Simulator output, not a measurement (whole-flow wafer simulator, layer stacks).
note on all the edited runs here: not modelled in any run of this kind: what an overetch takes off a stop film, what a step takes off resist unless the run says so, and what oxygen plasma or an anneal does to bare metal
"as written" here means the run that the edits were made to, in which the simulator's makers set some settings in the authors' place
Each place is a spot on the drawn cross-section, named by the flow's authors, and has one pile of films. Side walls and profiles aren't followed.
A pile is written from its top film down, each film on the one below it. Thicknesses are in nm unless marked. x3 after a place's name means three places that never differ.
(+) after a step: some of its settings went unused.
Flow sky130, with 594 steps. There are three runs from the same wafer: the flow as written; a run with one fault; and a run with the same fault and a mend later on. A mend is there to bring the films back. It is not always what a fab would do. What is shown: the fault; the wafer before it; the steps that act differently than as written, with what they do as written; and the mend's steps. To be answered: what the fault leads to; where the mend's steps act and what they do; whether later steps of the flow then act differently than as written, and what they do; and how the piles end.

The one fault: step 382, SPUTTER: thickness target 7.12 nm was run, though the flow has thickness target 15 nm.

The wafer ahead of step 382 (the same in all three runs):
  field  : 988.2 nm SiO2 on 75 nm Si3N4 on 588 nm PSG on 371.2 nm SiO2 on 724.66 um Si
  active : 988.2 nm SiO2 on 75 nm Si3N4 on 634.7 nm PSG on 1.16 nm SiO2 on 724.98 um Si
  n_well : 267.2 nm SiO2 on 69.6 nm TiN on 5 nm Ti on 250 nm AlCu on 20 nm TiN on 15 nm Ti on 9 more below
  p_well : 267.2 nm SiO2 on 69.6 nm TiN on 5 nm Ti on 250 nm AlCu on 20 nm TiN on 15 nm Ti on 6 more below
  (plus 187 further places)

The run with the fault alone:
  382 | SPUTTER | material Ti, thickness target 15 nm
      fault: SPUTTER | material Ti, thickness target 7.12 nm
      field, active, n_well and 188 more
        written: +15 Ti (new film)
        fault: +7.12 Ti (new film)
  Steps later in the flow that act otherwise than as written (not shown: 18 more steps that differ only slightly, by at most 2% or 0.5 nm, whichever is larger):
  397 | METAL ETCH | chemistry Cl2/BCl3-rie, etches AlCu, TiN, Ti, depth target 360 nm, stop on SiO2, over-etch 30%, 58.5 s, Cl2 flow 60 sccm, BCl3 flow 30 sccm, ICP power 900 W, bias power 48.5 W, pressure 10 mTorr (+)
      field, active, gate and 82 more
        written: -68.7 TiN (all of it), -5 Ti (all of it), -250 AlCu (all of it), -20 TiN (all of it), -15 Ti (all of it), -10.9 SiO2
        fault: -68.7 TiN (all of it), -5 Ti (all of it), -250 AlCu (all of it), -20 TiN (all of it), -7.12 Ti (all of it), -11.7 SiO2
  By the end, the piles at n_well, p_well, gate_hv and 103 more depart from the flow's by more than 2% or 0.5 nm, whichever is larger.
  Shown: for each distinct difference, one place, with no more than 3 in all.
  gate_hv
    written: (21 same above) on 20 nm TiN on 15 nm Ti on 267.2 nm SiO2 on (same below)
    fault: (21 same above) on 20 nm TiN on 7.12 nm Ti on 267.2 nm SiO2 on (same below)
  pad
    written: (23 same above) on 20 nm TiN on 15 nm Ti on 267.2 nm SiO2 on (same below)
    fault: (23 same above) on 20 nm TiN on 7.12 nm Ti on 267.2 nm SiO2 on (same below)
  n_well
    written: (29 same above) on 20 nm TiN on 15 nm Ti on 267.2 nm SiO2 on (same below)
    fault: (29 same above) on 20 nm TiN on 7.12 nm Ti on 267.2 nm SiO2 on (same below)

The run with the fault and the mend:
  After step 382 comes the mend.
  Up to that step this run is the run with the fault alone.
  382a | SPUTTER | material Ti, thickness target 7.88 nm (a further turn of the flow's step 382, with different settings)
      field, active, n_well and 188 more
        +7.88 Ti
  Every later step of the flow that is run acts as written at every place that is followed.
  The piles end the same as the flow's at every place that both follow.
